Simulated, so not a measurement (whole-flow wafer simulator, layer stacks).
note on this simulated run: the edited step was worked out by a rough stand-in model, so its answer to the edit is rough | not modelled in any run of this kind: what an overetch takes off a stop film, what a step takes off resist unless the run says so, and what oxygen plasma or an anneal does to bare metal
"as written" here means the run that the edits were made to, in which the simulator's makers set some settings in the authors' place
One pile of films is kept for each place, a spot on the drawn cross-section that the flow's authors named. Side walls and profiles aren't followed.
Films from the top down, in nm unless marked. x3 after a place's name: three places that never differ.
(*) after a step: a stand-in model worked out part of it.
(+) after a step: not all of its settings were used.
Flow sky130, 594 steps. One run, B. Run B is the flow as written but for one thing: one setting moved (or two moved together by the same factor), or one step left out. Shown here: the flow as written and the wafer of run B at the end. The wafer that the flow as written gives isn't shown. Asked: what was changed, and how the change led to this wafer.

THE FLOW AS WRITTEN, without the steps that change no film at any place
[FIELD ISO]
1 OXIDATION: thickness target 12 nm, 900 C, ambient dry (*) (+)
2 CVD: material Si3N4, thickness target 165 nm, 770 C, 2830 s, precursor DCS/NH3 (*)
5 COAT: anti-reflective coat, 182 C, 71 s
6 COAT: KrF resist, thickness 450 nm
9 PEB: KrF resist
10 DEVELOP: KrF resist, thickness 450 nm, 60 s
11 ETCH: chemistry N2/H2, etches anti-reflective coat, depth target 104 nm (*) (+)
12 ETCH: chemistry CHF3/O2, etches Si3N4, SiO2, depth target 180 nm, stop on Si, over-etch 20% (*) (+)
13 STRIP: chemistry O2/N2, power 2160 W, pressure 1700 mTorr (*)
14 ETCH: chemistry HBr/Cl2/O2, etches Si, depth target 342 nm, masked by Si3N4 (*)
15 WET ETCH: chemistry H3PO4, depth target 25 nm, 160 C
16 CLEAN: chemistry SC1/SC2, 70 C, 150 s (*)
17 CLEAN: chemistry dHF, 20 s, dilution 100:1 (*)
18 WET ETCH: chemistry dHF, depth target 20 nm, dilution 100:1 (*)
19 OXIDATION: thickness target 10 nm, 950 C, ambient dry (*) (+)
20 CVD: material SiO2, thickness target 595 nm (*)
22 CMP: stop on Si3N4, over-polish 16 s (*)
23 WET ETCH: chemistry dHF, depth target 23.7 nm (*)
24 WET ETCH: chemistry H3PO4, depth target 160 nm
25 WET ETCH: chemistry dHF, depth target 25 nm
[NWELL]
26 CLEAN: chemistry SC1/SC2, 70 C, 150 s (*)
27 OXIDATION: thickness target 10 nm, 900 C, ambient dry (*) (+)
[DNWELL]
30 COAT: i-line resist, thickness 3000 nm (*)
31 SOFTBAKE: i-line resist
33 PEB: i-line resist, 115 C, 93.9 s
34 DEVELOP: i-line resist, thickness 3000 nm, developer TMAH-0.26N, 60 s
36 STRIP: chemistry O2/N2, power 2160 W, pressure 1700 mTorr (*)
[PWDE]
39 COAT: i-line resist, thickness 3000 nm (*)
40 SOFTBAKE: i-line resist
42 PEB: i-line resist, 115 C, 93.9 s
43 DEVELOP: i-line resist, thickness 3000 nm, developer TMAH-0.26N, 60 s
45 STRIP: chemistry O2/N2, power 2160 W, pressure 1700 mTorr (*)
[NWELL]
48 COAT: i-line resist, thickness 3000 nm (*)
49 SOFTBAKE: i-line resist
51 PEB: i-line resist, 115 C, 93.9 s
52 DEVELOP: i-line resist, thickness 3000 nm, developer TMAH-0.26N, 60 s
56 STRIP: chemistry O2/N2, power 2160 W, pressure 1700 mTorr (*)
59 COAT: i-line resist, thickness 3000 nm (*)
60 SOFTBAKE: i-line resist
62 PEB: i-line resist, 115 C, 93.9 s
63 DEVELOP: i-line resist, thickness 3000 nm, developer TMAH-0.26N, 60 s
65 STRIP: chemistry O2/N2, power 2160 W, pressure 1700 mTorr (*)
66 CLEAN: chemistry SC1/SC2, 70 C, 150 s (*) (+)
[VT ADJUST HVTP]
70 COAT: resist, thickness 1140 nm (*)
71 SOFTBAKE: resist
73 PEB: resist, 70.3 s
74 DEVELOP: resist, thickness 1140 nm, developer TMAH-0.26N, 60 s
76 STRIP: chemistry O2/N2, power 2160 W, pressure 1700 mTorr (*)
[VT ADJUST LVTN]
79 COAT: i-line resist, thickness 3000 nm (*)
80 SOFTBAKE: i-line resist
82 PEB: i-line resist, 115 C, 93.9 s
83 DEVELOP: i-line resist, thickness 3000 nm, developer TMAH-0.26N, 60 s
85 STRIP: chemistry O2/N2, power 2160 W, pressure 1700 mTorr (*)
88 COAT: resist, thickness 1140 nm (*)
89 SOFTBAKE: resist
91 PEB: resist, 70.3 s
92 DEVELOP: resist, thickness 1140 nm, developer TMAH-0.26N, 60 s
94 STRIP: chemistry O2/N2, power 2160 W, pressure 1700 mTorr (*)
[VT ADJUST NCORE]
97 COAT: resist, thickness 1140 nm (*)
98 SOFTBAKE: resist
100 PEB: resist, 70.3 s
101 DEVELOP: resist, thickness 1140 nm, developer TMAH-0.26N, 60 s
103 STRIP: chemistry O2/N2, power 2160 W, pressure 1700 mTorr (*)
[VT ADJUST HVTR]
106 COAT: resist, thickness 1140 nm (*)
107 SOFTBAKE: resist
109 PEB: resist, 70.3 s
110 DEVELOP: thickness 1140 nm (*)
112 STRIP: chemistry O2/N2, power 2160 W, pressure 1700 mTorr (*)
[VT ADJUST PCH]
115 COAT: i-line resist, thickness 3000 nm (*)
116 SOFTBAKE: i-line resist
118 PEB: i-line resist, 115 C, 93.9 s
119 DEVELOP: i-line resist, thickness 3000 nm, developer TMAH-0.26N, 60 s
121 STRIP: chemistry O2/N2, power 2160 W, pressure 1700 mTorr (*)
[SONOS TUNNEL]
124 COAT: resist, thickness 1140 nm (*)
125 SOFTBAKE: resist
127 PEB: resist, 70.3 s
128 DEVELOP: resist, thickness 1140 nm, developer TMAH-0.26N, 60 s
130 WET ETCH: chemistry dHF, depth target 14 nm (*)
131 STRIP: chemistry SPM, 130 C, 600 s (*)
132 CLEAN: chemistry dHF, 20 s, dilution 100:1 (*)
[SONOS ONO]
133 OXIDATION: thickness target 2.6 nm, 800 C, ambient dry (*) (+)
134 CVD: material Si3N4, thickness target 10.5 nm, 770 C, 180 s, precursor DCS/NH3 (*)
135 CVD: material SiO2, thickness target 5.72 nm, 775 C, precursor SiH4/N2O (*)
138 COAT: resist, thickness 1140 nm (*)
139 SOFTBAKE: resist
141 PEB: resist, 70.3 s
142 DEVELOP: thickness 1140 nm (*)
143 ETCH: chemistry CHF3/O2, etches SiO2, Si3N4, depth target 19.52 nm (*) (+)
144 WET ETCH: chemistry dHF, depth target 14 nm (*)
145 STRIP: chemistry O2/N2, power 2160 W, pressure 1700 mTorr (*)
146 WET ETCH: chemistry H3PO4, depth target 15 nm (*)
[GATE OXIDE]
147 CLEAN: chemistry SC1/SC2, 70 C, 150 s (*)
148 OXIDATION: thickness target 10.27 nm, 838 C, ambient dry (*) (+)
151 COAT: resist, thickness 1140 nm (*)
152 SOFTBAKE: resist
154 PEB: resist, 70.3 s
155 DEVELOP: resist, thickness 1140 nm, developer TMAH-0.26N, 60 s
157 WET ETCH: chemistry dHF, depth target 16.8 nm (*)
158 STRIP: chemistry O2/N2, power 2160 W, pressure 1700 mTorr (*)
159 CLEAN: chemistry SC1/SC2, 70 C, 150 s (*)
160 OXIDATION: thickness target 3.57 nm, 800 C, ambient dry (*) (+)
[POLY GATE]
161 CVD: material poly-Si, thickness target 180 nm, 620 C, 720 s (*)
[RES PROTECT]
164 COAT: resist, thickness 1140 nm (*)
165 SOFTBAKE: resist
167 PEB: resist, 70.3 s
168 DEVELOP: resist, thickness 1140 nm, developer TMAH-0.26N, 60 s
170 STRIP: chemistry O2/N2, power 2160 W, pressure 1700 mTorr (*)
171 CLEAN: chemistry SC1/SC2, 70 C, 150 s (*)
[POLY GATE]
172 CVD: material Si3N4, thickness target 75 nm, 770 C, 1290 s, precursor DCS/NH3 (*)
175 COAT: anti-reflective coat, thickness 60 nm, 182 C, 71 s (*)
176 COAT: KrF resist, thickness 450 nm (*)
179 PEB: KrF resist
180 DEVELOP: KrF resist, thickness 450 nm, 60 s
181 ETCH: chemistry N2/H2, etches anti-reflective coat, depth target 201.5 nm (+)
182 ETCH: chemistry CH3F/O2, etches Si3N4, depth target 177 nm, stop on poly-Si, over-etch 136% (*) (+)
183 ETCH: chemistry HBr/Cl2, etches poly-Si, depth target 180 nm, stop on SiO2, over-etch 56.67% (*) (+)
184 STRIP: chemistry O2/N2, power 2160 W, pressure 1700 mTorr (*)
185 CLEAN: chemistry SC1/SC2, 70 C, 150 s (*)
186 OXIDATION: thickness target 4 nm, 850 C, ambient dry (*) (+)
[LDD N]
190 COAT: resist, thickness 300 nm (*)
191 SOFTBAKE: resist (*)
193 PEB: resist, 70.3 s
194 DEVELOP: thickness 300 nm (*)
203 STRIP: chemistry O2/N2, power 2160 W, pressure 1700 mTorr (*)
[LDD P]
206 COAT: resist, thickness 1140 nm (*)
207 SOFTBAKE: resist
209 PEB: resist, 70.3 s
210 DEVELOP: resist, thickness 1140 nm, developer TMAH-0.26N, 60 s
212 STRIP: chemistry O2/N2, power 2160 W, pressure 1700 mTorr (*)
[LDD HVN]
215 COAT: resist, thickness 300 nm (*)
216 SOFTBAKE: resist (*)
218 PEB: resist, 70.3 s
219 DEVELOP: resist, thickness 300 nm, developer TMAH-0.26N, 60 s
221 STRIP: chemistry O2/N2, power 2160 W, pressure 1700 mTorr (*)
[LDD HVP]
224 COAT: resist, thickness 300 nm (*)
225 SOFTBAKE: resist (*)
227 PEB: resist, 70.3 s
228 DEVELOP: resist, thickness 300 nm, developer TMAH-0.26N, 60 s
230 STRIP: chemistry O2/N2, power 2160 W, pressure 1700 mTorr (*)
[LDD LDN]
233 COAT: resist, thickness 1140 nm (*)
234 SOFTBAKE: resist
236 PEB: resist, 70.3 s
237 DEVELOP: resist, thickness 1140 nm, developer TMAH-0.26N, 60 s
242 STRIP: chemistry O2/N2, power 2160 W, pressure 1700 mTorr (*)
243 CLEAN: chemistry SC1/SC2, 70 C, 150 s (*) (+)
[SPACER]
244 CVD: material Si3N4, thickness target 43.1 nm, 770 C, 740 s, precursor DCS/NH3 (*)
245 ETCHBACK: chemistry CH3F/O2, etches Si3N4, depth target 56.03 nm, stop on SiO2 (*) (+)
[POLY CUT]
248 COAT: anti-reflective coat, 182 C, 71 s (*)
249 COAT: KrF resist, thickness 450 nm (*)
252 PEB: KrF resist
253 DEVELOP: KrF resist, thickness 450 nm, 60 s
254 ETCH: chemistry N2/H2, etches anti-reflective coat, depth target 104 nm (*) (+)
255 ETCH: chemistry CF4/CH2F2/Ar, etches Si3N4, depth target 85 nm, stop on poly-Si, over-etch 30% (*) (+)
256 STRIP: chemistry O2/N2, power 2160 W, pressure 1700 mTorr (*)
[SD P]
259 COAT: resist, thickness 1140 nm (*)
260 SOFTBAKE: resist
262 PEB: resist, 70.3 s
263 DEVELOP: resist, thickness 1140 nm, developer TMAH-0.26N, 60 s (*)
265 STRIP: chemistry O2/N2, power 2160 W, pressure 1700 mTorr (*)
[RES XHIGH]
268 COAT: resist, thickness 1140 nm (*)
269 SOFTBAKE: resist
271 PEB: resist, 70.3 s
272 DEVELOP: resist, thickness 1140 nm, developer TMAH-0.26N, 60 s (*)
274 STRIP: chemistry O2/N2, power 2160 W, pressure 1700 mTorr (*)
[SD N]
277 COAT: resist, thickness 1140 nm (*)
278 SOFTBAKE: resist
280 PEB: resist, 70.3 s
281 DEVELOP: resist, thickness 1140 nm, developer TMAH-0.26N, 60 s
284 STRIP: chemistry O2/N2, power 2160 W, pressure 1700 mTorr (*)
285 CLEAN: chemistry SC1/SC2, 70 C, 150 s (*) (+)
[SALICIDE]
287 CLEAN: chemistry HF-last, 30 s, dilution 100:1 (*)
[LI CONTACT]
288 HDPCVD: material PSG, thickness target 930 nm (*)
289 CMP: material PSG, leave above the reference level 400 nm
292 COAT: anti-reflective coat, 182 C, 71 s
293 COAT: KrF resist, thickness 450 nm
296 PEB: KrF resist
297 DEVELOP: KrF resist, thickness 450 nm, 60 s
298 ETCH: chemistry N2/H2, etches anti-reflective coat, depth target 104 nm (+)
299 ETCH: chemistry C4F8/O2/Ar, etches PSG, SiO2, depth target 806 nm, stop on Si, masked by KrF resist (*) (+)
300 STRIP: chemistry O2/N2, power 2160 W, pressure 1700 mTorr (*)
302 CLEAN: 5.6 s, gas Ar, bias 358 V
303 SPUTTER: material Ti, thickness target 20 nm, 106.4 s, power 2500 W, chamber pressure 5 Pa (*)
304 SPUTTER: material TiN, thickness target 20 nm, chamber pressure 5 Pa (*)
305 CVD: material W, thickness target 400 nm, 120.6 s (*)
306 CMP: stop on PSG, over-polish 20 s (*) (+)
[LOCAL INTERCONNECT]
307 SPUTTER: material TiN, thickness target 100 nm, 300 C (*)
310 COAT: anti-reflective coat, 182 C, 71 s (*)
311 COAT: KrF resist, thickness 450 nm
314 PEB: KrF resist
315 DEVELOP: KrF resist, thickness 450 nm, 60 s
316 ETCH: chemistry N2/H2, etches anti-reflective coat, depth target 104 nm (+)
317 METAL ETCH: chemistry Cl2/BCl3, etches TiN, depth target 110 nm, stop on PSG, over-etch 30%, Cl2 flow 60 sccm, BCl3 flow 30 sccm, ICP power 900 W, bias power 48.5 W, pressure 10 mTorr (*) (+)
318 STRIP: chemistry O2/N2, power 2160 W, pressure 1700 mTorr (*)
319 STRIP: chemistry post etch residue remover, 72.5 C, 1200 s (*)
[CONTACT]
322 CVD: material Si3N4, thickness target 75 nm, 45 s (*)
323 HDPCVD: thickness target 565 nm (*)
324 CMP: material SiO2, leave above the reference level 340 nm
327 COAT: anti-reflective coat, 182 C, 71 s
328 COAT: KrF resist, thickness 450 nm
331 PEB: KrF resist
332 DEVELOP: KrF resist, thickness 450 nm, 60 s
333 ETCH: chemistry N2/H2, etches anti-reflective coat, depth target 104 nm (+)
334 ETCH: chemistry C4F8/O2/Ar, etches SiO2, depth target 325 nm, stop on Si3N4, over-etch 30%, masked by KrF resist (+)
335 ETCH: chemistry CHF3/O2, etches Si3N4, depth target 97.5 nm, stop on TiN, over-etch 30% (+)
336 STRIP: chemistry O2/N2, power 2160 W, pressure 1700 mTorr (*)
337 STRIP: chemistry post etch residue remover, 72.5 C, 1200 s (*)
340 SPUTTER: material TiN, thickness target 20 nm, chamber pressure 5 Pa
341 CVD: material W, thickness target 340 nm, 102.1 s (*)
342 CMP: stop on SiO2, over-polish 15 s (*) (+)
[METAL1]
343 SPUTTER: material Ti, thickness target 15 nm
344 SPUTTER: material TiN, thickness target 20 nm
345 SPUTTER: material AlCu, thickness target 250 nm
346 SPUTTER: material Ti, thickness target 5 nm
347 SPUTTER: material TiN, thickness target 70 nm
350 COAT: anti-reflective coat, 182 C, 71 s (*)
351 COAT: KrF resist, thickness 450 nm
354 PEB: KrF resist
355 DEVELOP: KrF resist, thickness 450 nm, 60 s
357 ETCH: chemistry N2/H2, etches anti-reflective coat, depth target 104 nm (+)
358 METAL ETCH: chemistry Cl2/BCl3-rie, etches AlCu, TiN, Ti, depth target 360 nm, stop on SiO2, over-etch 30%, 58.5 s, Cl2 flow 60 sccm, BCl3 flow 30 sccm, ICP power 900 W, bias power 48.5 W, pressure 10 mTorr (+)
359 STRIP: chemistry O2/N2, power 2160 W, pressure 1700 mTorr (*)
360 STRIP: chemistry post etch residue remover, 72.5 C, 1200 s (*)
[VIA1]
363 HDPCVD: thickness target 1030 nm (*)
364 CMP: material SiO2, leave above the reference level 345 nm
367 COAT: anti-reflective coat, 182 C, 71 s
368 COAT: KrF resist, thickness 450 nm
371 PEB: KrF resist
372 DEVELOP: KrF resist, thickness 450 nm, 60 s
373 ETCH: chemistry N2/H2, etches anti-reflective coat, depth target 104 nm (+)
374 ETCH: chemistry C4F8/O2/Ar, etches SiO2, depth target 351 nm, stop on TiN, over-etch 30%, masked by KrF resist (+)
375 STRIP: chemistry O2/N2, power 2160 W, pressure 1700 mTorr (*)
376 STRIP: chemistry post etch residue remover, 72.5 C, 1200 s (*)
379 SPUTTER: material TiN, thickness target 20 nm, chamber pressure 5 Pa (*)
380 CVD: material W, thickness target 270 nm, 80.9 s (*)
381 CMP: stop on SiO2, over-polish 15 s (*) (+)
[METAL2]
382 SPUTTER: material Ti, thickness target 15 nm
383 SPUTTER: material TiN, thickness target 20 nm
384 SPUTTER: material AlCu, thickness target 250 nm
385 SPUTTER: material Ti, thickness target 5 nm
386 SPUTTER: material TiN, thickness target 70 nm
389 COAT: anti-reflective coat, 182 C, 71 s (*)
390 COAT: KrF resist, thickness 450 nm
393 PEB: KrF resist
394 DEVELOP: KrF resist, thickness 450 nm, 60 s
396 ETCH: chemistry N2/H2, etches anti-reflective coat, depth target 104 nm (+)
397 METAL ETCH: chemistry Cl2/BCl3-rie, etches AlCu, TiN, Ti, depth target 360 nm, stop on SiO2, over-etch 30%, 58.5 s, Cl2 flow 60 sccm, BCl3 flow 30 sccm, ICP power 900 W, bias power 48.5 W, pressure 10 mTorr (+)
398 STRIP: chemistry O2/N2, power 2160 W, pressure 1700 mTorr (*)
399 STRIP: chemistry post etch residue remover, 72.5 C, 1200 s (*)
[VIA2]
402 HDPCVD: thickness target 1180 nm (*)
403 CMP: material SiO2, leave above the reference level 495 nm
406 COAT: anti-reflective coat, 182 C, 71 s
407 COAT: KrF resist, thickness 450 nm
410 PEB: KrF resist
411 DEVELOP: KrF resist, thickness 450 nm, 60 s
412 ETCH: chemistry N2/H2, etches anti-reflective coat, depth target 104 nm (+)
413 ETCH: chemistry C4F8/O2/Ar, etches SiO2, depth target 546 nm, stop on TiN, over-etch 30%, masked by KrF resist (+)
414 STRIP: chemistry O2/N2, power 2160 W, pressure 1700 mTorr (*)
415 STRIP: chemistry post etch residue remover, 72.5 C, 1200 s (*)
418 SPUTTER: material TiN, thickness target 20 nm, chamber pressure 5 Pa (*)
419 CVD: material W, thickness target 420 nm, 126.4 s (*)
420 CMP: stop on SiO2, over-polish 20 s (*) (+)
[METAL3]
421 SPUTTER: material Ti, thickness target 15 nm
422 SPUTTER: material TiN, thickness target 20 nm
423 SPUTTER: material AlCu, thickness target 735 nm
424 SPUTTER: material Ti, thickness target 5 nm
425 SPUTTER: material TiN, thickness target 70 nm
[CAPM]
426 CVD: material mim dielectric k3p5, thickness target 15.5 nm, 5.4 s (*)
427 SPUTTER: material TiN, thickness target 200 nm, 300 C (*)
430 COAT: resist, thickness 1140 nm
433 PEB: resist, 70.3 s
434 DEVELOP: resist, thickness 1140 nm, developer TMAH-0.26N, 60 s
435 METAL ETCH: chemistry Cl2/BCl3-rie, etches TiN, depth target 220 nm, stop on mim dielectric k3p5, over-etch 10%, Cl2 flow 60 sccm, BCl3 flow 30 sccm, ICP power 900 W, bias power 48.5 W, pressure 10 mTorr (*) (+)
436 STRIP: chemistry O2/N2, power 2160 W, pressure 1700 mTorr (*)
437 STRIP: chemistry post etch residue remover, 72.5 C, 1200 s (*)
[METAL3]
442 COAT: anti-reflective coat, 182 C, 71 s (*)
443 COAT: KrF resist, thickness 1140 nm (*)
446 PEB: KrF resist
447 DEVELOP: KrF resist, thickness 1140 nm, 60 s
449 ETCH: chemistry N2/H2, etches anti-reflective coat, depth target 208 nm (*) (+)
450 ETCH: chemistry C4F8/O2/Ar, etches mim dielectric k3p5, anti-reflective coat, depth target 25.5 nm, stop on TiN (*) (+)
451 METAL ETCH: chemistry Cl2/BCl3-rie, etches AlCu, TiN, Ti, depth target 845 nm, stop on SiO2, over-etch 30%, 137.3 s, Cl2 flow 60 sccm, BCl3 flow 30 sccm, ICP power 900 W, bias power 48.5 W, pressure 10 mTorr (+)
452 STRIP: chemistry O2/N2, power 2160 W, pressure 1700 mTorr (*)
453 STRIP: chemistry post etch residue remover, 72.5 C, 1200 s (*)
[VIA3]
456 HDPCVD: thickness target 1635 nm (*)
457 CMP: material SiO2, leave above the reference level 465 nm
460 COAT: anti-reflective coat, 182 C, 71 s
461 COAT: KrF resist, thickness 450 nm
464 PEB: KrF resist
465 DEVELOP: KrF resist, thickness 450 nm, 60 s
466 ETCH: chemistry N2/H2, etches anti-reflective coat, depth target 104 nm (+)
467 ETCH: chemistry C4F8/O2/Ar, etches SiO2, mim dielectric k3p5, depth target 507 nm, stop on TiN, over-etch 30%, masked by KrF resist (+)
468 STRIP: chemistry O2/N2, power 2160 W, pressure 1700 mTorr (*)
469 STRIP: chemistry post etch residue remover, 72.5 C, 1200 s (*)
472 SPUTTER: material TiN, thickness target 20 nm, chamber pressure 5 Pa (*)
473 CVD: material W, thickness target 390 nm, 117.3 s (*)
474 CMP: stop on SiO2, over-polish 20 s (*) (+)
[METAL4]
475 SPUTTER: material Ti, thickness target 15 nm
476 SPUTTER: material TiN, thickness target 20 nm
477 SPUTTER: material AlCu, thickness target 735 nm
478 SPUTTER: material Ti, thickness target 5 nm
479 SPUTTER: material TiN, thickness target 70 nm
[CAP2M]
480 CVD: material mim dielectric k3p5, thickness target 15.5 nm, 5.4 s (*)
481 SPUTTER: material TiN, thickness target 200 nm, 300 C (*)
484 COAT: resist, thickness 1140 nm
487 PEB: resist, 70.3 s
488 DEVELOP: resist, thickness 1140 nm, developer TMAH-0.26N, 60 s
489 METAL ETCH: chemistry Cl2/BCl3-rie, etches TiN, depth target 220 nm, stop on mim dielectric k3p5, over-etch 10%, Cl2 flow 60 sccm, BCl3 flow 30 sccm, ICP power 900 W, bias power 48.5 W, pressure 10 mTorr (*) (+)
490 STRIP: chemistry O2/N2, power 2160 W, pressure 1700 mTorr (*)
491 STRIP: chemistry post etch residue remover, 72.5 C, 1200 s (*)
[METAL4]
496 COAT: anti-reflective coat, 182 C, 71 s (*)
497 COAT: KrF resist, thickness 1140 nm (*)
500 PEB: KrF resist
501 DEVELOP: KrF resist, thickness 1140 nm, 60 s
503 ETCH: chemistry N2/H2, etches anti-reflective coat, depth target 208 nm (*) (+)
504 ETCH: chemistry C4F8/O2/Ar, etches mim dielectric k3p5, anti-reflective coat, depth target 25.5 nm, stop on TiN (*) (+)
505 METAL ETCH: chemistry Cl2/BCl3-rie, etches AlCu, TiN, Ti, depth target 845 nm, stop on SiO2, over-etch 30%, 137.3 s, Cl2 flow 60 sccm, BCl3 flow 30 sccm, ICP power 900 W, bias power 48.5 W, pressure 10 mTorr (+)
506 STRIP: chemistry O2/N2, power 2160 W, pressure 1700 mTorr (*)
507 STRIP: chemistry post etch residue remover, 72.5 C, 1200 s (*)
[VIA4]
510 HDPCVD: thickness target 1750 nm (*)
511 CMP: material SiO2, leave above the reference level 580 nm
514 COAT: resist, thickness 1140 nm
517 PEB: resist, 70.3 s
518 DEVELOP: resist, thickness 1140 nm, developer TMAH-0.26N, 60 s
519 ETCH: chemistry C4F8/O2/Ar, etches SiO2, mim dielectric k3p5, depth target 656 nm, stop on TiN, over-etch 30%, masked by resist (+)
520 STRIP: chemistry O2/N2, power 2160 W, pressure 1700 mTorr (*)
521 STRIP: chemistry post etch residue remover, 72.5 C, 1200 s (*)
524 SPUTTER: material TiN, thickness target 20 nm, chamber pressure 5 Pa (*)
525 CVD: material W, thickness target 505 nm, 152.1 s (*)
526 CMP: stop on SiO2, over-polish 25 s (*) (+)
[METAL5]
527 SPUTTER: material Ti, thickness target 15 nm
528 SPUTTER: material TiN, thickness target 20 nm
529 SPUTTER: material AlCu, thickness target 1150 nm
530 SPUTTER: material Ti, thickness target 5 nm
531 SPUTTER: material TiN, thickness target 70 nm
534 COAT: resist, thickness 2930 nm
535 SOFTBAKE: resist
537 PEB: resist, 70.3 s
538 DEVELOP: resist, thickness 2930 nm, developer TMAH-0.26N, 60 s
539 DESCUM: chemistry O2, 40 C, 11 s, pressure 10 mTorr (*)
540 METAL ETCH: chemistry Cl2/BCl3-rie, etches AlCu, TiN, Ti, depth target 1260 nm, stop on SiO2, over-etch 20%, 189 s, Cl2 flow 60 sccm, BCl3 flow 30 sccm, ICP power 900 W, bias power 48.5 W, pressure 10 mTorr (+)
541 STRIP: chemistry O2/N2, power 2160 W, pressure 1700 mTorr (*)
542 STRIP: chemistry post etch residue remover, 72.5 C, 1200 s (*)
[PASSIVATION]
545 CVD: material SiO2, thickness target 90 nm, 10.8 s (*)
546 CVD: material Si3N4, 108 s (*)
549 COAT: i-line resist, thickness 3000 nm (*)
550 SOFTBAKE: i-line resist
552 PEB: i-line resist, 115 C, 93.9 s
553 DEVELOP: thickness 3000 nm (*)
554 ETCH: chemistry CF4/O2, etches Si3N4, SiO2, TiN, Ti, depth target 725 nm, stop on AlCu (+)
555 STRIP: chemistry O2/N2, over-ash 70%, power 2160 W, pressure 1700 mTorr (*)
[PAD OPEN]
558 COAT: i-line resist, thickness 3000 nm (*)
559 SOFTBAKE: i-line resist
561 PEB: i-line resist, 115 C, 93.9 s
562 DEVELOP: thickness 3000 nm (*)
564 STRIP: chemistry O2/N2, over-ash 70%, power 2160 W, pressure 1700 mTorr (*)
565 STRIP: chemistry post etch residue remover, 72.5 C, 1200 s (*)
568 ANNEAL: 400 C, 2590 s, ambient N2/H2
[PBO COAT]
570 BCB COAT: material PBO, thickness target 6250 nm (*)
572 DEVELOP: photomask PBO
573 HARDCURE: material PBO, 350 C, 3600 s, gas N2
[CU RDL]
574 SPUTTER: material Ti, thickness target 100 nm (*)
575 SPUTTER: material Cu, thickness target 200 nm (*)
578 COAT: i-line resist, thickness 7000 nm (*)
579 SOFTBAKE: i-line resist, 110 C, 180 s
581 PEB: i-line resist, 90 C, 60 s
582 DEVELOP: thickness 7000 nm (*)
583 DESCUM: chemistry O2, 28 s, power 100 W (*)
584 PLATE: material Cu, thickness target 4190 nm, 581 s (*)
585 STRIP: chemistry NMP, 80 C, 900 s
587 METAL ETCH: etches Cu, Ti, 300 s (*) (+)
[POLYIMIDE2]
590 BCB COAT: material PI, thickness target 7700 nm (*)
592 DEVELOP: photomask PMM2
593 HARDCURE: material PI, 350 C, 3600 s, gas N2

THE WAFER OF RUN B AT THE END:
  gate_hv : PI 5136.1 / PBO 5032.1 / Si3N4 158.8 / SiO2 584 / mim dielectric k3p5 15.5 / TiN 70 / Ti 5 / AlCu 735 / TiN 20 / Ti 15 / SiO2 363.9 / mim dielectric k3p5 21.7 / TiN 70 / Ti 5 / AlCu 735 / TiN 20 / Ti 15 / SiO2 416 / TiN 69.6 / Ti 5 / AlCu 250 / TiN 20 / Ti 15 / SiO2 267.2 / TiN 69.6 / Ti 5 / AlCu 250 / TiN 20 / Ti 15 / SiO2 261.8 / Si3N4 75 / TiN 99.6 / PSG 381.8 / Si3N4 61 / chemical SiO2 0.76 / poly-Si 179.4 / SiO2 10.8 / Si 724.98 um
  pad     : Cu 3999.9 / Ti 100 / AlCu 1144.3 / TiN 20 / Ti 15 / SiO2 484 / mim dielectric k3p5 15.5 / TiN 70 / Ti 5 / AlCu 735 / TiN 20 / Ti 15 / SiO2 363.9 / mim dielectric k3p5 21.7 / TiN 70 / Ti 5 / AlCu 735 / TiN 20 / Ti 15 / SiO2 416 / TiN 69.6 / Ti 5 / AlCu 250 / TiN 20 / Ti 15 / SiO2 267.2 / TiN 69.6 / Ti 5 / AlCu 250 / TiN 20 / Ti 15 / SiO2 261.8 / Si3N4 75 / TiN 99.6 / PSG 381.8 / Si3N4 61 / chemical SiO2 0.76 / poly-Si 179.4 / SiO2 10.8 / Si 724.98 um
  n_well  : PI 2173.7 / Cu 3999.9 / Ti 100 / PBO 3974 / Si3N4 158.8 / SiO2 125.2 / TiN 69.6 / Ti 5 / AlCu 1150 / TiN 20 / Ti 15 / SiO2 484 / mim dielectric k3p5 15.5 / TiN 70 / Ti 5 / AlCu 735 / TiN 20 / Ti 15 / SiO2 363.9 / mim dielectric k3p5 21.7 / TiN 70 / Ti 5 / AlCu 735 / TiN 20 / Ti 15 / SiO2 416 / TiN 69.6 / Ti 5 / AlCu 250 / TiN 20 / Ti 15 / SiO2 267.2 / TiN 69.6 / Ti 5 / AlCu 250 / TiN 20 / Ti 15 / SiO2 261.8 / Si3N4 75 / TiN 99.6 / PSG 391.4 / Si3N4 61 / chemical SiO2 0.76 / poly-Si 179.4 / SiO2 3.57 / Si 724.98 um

The cause: step 426, CVD: thickness target 21.7 nm was run, where the flow has thickness target 15.5 nm; step 426, CVD: 7.56 s was run, where the flow has 5.4 s.
It can be read off the wafer: gate_hv has mim dielectric k3p5 21.7, and step 426 as written asks for 15.5 nm.

How the change led to this, step by step:
  426 CVD: material mim dielectric k3p5, thickness target 15.5 nm, 5.4 s (*)
      field, active, n_well and 188 more: mim dielectric k3p5 +21.7 (new film) (as written it would be: mim dielectric k3p5 +15.5 (new film))
  450 ETCH: chemistry C4F8/O2/Ar, etches mim dielectric k3p5, anti-reflective coat, depth target 25.5 nm, stop on TiN (*) (+)
      n_well, p_well, gate_hv and 104 more: KrF resist -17 (as written it would be: KrF resist -15.5)
      field, active, gate and 82 more: mim dielectric k3p5 -21.7 (all of it) (as written it would be: mim dielectric k3p5 -15.5 (all of it))
  467 ETCH: chemistry C4F8/O2/Ar, etches SiO2, mim dielectric k3p5, depth target 507 nm, stop on TiN, over-etch 30%, masked by KrF resist (+)
      m1: SiO2 -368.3 (all of it), mim dielectric k3p5 -21.7 (all of it) (as written it would be: SiO2 -374.5 (all of it), mim dielectric k3p5 -15.5 (all of it))
      via3_hole: SiO2 -367.7 (all of it), mim dielectric k3p5 -21.7 (all of it) (as written it would be: SiO2 -373.9 (all of it), mim dielectric k3p5 -15.5 (all of it))
